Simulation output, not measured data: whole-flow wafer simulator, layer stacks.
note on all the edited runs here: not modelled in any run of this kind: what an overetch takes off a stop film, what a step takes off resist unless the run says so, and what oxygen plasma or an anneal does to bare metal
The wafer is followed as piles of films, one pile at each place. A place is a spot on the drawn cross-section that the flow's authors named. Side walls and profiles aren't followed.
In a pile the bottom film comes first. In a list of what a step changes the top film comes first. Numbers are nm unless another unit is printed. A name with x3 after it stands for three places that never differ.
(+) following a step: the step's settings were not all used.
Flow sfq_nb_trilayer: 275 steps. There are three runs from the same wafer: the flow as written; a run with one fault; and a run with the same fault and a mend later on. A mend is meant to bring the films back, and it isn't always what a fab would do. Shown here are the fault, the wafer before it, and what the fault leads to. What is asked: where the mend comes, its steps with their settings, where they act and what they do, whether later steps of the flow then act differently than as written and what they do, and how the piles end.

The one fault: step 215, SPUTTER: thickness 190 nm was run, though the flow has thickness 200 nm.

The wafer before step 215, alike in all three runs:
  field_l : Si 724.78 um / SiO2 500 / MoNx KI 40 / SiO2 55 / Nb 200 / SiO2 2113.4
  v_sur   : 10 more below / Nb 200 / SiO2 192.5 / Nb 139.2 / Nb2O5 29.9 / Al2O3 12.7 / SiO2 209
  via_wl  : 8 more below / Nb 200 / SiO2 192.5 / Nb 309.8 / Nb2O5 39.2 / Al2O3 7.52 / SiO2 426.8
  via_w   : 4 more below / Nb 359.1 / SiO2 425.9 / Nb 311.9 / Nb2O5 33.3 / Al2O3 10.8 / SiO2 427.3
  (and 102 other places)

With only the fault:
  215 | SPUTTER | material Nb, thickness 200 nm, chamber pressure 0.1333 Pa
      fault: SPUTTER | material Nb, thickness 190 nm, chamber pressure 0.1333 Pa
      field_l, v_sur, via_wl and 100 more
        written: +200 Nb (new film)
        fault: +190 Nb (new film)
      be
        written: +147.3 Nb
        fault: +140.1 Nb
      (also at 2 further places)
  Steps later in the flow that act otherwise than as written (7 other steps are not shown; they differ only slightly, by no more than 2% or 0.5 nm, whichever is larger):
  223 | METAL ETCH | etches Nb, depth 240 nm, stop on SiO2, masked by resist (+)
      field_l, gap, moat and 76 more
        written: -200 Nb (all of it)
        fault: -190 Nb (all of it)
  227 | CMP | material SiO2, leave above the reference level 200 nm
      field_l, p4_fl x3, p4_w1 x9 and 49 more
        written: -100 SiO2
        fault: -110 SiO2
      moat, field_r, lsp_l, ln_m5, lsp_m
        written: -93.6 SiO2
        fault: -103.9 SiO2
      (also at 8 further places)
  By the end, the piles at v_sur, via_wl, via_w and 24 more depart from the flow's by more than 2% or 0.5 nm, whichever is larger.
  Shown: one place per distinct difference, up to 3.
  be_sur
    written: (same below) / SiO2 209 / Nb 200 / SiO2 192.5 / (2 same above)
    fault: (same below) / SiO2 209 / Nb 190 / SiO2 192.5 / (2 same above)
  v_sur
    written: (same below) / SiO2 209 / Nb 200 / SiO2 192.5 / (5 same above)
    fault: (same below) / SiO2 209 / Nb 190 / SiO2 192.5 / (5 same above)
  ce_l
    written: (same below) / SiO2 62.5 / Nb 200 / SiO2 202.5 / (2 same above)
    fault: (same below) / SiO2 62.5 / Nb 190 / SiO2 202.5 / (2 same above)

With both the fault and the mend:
  After step 215 comes the mend.
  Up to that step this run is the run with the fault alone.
  215a | SPUTTER | material Nb, thickness 10 nm, chamber pressure 0.1333 Pa (a further turn of the flow's step 215, with different settings)
      field_l, v_sur, via_wl and 98 more
        +10 Nb
      ce_l, ce_r
        +9.65 Nb
      be
        +6.22 Nb
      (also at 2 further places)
  Later steps of the flow that are run all act as written at every place that is followed, up to a difference of at most 2% or 0.5 nm, whichever is larger.
  The piles end only slightly different from the flow's at the places that both follow, by no more than 2% or 0.5 nm, whichever is larger.
